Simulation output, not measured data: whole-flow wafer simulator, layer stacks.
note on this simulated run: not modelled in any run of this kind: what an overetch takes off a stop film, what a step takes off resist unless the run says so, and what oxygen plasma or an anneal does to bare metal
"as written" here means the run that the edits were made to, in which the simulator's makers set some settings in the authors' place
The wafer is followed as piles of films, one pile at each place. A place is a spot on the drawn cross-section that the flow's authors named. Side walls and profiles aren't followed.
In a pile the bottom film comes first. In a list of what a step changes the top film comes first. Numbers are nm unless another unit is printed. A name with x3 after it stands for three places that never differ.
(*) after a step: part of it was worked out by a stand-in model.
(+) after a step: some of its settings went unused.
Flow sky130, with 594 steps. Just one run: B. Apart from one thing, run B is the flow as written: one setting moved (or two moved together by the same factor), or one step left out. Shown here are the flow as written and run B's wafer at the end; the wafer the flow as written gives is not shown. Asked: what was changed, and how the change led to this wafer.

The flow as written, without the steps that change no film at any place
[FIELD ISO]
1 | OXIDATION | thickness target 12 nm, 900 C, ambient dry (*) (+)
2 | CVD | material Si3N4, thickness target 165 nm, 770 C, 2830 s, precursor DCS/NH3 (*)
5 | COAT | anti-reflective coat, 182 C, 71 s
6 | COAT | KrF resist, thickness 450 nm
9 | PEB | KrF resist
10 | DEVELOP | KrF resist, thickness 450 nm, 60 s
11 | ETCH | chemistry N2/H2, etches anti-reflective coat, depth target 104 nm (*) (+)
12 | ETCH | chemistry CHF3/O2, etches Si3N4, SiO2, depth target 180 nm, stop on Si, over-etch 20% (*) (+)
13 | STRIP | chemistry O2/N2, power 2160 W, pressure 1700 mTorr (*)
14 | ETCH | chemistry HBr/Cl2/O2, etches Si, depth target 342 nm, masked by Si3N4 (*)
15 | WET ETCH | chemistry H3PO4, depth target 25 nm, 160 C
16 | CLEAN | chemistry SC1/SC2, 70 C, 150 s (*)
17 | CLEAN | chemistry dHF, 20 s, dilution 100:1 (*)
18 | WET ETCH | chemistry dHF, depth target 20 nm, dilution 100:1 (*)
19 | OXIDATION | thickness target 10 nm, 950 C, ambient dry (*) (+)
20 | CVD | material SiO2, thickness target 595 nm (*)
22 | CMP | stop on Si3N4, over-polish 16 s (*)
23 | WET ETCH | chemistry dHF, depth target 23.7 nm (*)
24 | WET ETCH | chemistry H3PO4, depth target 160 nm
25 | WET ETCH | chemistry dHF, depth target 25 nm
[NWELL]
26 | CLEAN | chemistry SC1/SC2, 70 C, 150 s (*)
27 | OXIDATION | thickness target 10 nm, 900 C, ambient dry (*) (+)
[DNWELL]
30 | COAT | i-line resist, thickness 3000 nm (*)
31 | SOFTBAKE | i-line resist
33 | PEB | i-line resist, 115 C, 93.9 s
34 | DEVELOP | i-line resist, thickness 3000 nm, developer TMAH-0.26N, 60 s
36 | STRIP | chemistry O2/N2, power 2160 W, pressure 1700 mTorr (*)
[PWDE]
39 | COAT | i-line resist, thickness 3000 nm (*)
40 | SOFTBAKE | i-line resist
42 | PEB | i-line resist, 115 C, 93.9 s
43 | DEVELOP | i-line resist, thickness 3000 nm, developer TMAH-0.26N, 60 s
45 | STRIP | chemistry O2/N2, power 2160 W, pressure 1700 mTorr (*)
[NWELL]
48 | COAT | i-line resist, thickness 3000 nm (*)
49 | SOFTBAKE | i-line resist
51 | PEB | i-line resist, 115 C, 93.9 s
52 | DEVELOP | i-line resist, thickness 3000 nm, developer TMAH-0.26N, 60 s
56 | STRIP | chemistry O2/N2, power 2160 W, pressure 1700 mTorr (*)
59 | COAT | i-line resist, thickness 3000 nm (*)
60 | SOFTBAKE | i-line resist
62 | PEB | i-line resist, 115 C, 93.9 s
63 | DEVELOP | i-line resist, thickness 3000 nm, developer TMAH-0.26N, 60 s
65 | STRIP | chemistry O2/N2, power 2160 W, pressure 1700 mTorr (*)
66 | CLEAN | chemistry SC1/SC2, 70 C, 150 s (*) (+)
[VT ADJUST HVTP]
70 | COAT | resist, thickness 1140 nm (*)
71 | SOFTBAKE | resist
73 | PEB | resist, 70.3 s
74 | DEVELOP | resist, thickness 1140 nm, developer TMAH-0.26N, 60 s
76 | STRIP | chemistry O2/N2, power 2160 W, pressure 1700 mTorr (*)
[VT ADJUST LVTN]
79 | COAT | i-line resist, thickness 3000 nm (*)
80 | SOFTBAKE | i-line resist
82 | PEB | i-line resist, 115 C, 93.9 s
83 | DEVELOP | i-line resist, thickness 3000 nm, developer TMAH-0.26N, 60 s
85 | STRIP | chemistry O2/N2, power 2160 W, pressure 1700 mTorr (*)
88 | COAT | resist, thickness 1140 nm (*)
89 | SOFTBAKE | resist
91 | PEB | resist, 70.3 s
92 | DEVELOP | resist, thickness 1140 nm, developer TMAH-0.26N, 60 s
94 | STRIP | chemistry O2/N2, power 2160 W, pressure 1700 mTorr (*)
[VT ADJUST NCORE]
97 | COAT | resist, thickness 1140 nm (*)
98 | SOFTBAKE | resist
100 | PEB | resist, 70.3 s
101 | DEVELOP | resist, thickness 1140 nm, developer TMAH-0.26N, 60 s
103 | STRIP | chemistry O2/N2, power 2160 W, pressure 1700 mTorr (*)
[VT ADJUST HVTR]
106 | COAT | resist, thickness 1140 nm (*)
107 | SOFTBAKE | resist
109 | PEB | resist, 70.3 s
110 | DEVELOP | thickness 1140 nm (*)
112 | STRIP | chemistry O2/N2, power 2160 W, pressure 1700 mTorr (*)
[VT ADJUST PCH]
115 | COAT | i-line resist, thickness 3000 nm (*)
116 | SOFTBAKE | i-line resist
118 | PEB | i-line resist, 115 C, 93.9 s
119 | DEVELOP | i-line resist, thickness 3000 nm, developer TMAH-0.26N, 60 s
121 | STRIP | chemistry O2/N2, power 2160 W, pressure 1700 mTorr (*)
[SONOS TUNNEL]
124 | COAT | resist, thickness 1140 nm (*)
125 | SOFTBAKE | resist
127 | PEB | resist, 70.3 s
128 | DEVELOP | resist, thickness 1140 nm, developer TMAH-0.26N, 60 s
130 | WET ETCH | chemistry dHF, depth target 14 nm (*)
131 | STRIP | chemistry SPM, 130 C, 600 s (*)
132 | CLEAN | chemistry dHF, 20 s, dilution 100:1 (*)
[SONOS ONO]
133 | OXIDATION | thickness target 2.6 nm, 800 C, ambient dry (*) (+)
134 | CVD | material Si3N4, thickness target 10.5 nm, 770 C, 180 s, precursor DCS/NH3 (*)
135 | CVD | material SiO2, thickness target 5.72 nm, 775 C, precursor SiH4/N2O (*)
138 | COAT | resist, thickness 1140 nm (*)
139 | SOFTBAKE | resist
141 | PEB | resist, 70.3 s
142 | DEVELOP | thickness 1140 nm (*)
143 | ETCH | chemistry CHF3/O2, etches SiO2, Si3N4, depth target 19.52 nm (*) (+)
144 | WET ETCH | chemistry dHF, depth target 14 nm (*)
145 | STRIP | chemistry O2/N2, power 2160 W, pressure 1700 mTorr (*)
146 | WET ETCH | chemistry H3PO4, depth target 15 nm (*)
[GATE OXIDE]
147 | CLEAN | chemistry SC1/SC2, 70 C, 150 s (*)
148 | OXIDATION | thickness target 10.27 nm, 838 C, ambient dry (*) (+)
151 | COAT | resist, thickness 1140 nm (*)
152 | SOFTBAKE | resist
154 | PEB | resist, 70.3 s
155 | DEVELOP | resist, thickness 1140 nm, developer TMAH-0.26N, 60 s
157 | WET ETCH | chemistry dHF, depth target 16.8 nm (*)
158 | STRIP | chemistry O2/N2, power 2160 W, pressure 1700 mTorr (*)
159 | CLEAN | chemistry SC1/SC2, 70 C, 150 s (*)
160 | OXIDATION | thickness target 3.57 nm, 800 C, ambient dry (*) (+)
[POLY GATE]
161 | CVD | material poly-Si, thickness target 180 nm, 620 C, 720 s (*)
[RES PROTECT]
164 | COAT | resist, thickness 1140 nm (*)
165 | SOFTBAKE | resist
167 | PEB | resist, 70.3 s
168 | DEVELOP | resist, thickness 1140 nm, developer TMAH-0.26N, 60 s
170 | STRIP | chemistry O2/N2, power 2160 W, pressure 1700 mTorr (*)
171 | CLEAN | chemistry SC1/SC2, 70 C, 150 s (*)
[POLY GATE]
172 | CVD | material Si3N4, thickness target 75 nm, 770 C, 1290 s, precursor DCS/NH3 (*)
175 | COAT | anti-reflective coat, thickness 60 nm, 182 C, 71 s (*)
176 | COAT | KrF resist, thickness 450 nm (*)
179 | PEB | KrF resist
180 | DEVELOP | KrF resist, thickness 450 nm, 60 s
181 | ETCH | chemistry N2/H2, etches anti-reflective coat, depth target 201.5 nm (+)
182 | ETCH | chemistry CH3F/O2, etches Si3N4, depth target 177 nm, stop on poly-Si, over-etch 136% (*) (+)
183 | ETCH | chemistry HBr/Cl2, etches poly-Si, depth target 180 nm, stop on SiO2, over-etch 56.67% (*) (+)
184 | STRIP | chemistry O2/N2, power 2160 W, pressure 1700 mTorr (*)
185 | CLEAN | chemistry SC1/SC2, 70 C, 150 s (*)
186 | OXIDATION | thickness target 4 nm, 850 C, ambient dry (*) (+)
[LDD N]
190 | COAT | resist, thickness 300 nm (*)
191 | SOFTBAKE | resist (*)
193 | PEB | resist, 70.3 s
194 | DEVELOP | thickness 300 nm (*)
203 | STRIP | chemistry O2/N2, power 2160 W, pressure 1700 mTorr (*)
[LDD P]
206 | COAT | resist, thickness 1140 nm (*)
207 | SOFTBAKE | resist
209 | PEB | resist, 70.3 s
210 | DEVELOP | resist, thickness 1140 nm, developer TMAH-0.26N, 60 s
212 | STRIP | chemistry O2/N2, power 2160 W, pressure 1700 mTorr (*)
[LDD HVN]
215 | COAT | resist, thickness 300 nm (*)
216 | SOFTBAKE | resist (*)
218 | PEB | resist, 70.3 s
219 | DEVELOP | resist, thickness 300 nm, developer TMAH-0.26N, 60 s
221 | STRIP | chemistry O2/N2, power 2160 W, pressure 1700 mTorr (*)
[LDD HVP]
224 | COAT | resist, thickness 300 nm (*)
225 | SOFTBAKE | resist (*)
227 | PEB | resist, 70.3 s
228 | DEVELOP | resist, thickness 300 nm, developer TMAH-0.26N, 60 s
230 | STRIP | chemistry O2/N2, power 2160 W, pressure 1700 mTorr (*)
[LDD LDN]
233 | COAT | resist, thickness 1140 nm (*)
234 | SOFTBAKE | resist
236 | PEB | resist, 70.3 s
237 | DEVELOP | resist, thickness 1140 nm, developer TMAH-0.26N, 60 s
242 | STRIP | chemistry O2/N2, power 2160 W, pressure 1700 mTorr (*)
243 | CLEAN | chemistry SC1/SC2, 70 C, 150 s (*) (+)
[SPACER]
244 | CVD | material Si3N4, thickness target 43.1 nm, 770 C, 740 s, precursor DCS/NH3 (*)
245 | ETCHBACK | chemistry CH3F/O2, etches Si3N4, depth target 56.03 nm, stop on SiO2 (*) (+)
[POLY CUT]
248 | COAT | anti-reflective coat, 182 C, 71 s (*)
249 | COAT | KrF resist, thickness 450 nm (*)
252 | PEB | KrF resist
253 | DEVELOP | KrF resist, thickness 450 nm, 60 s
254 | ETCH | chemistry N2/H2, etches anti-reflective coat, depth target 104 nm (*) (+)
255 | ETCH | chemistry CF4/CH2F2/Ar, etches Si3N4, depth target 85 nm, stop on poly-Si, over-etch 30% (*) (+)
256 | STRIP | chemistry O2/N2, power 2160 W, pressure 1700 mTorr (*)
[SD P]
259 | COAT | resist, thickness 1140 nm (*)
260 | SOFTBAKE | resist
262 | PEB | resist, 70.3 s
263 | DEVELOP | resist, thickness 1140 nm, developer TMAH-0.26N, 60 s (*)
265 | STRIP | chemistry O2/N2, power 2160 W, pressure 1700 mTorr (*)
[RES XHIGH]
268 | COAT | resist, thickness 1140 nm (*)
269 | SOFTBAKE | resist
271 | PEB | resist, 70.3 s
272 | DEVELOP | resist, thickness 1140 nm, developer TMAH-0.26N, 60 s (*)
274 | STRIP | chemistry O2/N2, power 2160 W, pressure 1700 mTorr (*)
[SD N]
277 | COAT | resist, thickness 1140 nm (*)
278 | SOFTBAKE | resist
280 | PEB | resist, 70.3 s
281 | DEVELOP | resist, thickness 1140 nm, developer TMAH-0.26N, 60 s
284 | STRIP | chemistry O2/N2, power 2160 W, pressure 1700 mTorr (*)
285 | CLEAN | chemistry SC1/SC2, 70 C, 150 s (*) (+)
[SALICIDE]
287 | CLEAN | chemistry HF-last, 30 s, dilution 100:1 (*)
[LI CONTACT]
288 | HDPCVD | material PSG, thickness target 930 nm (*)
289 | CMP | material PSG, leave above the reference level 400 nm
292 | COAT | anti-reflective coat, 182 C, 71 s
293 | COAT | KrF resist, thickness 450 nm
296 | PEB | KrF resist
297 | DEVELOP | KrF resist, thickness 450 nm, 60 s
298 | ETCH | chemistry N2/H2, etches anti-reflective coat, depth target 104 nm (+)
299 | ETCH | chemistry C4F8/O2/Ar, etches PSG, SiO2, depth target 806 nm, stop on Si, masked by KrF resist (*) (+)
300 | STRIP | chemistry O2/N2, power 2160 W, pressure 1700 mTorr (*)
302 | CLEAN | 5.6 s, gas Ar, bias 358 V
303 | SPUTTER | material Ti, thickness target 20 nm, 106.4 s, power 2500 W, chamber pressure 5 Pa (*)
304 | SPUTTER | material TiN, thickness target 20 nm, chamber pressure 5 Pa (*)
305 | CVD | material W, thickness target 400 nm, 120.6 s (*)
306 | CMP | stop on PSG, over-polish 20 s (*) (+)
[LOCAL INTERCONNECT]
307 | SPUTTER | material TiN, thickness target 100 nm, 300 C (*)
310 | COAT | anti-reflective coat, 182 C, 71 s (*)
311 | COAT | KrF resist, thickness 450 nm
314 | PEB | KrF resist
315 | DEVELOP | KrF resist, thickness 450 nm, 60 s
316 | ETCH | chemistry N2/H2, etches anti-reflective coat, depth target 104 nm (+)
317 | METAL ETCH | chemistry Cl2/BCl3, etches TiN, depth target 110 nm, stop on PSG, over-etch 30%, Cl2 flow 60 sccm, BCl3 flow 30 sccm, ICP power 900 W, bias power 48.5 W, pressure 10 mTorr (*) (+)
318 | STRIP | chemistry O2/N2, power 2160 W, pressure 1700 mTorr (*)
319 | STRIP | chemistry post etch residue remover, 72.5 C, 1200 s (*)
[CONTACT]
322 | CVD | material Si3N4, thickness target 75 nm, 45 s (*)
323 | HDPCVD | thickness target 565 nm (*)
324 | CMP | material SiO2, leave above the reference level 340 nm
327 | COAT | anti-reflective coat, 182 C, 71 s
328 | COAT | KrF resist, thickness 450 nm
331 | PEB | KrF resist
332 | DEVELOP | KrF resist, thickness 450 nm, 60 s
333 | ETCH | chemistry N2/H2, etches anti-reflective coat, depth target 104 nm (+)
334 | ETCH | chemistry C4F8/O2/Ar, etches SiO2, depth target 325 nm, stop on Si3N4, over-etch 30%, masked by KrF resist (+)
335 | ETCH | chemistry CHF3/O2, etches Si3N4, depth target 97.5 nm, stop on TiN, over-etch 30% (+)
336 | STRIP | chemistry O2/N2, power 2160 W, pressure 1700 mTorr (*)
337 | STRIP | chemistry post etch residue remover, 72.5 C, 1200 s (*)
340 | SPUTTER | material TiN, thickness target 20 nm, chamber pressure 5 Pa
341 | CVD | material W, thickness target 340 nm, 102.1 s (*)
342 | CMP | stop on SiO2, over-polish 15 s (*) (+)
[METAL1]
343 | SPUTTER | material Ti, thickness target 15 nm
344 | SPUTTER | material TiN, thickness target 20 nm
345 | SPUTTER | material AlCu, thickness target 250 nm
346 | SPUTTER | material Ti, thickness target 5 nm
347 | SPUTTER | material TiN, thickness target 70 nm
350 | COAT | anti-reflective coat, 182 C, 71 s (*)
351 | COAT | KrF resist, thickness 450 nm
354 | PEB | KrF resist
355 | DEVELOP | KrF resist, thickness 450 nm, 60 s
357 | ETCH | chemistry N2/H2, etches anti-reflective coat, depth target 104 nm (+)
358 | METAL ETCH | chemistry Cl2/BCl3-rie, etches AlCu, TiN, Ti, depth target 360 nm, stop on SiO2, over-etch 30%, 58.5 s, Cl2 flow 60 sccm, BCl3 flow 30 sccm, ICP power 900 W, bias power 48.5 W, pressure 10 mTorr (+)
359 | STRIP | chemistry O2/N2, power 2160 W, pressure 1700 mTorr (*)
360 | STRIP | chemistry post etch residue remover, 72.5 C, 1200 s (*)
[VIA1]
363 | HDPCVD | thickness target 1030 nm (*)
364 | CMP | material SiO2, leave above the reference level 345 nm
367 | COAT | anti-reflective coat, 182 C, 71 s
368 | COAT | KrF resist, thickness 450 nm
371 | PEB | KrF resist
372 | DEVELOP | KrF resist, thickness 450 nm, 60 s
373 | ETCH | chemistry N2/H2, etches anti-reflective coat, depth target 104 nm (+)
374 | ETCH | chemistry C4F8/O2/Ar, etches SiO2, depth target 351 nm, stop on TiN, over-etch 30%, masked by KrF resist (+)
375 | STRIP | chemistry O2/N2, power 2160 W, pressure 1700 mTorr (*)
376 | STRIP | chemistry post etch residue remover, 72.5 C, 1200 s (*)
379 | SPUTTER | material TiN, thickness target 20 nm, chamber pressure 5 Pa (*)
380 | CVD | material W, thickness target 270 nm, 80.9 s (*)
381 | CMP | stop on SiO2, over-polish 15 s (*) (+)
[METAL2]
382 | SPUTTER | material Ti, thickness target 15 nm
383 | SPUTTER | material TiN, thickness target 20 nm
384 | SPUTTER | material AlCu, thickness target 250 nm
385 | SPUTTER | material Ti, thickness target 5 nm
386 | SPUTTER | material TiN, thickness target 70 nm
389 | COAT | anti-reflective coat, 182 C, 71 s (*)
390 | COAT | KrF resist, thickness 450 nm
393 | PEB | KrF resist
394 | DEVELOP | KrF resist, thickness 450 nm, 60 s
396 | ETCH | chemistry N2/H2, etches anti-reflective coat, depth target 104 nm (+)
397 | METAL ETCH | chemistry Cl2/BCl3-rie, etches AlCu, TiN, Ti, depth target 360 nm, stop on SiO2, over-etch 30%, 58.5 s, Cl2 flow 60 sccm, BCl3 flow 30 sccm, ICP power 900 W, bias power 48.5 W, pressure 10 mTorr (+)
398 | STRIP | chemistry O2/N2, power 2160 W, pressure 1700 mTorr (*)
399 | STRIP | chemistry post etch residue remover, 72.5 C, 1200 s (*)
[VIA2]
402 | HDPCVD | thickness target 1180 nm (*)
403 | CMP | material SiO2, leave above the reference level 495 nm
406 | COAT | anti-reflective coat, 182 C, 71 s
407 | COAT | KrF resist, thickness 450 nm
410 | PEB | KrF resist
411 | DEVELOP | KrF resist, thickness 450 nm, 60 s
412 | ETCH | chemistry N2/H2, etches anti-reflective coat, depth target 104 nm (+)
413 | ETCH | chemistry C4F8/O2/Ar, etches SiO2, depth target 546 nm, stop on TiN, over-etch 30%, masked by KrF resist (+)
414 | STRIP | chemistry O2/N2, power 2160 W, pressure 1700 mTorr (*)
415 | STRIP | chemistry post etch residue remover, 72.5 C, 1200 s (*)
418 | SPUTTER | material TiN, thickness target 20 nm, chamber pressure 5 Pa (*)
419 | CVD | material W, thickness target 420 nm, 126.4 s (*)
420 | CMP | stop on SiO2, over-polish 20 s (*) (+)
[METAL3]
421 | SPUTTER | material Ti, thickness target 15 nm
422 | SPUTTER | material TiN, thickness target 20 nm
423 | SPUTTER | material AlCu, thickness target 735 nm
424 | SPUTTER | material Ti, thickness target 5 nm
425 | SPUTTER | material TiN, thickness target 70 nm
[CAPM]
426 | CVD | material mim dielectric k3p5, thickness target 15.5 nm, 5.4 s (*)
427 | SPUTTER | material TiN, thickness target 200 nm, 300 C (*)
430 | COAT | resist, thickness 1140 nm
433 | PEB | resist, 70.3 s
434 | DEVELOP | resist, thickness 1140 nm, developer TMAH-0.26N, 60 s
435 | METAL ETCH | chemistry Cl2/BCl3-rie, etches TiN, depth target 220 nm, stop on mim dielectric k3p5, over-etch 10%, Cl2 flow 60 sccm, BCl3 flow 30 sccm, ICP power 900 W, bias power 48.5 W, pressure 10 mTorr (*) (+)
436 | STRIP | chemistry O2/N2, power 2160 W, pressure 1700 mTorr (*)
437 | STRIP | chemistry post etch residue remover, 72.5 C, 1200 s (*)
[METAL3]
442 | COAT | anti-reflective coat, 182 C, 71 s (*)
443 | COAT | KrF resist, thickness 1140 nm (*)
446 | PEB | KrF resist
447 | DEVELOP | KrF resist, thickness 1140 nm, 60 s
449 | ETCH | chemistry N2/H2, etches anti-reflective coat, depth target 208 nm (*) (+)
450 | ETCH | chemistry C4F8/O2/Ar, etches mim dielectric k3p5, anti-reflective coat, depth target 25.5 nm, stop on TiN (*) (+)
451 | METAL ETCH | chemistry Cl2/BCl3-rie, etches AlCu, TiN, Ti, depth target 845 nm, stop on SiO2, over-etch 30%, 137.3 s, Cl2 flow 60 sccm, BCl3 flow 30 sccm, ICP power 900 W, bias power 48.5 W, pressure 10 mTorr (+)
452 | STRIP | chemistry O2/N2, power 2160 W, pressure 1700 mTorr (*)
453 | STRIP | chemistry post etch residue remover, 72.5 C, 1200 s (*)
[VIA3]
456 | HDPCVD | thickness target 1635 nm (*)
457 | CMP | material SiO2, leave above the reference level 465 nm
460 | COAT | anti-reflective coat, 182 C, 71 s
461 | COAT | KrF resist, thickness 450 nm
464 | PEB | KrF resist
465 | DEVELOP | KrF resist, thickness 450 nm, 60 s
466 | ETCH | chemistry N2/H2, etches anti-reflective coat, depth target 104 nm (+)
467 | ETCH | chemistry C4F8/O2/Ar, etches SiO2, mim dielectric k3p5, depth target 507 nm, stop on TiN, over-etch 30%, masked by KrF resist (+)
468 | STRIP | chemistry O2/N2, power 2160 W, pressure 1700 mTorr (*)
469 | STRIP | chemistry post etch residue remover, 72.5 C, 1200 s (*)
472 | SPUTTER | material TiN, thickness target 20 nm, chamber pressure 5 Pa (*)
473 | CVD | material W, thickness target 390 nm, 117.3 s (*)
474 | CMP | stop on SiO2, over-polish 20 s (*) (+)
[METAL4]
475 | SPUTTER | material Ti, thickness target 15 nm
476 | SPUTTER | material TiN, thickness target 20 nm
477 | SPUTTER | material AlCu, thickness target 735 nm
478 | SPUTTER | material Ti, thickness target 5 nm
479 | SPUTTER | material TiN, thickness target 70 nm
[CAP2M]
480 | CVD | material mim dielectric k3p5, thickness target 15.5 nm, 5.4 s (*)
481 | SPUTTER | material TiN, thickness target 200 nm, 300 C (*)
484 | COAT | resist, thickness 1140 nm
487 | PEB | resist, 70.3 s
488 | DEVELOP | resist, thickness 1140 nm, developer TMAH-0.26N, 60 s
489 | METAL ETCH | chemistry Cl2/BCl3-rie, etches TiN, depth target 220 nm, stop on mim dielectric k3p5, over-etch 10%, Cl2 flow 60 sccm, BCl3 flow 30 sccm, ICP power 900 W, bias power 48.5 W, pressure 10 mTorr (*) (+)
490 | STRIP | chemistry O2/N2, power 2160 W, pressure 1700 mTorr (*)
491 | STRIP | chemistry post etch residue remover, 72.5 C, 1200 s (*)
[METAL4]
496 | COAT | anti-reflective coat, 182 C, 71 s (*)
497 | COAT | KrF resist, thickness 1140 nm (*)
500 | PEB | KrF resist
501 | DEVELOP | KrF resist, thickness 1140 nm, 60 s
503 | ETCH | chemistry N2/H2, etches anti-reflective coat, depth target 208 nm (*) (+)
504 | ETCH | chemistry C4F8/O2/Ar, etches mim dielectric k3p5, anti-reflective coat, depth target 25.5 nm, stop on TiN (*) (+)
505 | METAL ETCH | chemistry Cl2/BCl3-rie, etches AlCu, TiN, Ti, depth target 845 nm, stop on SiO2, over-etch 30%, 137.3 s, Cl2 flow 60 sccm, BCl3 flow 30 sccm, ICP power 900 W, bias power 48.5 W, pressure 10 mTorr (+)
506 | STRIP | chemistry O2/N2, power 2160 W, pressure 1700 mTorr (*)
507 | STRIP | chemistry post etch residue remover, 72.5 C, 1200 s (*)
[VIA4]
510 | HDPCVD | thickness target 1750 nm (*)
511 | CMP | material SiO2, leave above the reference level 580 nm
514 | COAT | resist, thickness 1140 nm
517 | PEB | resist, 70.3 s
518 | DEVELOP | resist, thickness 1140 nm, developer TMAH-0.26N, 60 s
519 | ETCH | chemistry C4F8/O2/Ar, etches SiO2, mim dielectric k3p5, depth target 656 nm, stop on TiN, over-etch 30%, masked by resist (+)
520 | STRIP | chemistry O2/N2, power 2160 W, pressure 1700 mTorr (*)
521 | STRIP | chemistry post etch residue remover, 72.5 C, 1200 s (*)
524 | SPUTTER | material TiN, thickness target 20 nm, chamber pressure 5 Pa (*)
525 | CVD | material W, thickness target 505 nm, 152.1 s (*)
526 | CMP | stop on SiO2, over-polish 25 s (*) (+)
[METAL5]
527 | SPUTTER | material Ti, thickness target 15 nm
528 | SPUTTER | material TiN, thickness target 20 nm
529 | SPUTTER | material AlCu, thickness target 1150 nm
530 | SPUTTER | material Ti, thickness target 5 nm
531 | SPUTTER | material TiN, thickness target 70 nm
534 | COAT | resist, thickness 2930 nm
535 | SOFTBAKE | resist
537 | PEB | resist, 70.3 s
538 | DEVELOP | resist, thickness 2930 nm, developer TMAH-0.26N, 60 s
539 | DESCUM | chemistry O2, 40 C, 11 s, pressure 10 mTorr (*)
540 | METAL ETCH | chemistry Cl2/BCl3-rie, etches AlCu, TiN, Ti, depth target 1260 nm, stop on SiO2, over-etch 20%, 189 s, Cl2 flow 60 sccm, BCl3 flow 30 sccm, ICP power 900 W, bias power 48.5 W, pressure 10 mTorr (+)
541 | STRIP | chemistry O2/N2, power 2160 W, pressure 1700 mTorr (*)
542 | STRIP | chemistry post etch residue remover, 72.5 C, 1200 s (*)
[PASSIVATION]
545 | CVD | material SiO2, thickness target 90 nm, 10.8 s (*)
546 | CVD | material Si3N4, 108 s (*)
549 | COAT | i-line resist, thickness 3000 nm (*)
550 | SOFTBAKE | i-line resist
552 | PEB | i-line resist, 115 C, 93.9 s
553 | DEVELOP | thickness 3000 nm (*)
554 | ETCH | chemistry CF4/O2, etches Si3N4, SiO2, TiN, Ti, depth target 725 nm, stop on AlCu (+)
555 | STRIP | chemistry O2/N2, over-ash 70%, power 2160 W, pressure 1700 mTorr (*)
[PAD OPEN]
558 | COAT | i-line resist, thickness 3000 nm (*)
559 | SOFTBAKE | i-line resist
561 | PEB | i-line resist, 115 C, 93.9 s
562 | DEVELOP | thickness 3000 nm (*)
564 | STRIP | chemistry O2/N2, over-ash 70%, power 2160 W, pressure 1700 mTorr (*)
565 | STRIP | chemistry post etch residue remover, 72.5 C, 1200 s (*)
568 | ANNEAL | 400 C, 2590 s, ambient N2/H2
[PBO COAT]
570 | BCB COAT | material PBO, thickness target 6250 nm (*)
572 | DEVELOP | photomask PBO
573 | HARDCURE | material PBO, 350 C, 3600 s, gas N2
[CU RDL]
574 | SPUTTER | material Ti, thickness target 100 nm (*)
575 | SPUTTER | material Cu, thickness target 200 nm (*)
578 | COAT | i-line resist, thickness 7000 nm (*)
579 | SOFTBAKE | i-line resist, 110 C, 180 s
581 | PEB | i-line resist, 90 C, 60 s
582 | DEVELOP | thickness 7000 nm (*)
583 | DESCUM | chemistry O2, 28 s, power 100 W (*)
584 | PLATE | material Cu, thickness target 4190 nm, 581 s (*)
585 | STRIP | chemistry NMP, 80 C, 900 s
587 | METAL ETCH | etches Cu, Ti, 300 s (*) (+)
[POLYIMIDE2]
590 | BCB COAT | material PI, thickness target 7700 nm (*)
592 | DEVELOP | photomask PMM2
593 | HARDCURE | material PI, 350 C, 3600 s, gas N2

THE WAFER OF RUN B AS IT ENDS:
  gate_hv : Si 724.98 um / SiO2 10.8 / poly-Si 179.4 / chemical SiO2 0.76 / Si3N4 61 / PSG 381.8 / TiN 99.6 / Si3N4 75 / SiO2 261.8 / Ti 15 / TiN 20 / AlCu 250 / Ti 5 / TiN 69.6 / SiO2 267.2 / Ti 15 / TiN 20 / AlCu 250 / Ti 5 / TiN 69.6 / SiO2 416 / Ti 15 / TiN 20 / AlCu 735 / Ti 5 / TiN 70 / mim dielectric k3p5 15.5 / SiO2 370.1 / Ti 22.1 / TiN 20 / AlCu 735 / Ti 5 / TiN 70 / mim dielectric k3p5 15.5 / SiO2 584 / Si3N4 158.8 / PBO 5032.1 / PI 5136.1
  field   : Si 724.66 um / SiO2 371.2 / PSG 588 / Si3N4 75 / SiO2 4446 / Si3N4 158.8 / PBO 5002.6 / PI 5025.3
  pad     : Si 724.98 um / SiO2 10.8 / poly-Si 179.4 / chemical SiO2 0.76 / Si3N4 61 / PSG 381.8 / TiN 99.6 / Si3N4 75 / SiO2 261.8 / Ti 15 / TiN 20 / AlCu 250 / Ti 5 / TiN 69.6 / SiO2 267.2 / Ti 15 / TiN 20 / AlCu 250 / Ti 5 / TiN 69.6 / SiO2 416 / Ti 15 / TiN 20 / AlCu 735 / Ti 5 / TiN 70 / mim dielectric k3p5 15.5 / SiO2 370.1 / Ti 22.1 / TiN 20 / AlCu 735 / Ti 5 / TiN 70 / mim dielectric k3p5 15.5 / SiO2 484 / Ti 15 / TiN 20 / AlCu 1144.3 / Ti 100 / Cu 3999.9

What caused this: step 475, SPUTTER: thickness target 22.1 nm was run, though the flow has thickness target 15 nm.
The wafer lets one read it off: gate_hv has Ti 22.1, and step 475 as written asks for 15 nm.

Step by step, how the change led to this:
  475 | SPUTTER | material Ti, thickness target 15 nm
      field, active, n_well and 189 more: Ti gains 22.1 (new film) (it would be, as written: Ti gains 15 (new film))
  505 | METAL ETCH | chemistry Cl2/BCl3-rie, etches AlCu, TiN, Ti, depth target 845 nm, stop on SiO2, over-etch 30%, 137.3 s, Cl2 flow 60 sccm, BCl3 flow 30 sccm, ICP power 900 W, bias power 48.5 W, pressure 10 mTorr (+)
      field, gate, spacer and 68 more: TiN loses 70 (all of it), Ti loses 5 (all of it), AlCu loses 735 (all of it), TiN loses 20 (all of it), Ti loses 22.1 (all of it), SiO2 loses 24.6 (it would be, as written: TiN loses 70 (all of it), Ti loses 5 (all of it), AlCu loses 735 (all of it), TiN loses 20 (all of it), Ti loses 15 (all of it), SiO2 loses 25.4)
      active, vpp_iso1, mim_edge_plate and 14 more: TiN loses 70 (all of it), Ti loses 5 (all of it), AlCu loses 735 (all of it), TiN loses 20 (all of it), Ti loses 22.1 (all of it), SiO2 loses 24.6 (it would be, as written: TiN loses 70 (all of it), Ti loses 5 (all of it), AlCu loses 735 (all of it), TiN loses 20 (all of it), Ti loses 15 (all of it), SiO2 loses 25.3)
